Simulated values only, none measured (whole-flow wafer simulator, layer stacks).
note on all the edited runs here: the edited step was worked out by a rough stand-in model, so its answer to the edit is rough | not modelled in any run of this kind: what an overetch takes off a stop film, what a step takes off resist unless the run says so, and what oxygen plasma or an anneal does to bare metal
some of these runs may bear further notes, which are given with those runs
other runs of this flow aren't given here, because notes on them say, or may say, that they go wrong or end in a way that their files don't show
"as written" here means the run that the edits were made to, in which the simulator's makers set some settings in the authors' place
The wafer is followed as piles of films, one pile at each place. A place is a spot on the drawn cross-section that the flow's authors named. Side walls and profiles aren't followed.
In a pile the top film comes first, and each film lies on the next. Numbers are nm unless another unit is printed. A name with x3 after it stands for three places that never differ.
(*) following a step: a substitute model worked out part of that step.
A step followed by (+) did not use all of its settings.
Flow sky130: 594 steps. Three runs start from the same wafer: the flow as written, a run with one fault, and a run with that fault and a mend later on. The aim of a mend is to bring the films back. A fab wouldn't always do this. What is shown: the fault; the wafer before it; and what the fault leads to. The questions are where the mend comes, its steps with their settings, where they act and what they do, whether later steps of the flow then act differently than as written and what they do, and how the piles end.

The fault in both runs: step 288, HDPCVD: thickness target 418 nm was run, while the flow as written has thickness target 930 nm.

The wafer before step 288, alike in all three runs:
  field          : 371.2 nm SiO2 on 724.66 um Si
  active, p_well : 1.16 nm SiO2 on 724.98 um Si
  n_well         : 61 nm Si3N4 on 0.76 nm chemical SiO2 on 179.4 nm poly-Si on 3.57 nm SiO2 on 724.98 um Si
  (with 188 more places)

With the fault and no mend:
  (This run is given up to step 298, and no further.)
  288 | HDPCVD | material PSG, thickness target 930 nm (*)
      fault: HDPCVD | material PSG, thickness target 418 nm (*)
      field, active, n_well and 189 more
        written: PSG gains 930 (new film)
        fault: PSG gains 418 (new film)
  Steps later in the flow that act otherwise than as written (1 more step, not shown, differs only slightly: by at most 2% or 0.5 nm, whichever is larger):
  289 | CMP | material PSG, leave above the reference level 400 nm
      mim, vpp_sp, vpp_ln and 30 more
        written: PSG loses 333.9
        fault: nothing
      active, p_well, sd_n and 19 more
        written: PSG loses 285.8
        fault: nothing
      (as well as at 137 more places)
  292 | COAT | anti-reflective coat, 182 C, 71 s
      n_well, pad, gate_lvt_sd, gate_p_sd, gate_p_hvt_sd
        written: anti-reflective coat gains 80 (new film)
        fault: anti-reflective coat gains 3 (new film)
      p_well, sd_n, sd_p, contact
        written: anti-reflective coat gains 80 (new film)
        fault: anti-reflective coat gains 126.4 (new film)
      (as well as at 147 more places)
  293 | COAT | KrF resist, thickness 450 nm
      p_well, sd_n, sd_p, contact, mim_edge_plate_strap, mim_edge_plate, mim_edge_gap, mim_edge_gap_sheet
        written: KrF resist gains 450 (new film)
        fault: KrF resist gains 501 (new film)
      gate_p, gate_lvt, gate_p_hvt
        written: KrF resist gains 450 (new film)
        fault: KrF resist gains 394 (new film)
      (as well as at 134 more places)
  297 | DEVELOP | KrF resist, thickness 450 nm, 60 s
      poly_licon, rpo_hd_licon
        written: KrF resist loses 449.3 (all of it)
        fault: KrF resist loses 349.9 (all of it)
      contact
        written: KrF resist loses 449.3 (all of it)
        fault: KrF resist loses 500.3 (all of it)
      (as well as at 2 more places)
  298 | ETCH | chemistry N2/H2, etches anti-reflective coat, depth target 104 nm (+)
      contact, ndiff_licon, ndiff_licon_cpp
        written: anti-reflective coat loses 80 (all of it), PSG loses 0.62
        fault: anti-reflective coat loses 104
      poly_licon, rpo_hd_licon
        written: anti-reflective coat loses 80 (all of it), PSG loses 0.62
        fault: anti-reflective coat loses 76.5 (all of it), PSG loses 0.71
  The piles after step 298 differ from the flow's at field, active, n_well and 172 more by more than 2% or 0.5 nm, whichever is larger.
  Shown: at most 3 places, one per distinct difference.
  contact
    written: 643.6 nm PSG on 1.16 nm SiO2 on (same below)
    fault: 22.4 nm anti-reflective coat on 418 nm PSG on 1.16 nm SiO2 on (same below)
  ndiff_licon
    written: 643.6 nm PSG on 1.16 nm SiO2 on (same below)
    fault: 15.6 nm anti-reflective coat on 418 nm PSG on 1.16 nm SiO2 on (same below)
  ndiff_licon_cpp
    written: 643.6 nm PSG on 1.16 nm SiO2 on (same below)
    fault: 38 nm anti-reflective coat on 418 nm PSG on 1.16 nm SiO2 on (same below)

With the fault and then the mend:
  After step 288 comes the mend.
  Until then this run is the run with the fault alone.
  288a | HDPCVD | material PSG, thickness target 512 nm (*) (the flow's step 288 again, with other settings)
      field, active, n_well and 189 more
        PSG gains 512
  None of the later steps of the flow differs from how it acts as written, at any place that is followed, by more than 2% or 0.5 nm, whichever is larger.
  At the end the piles are close to the flow's at the places that both follow, differing by at most 2% or 0.5 nm, whichever is larger.
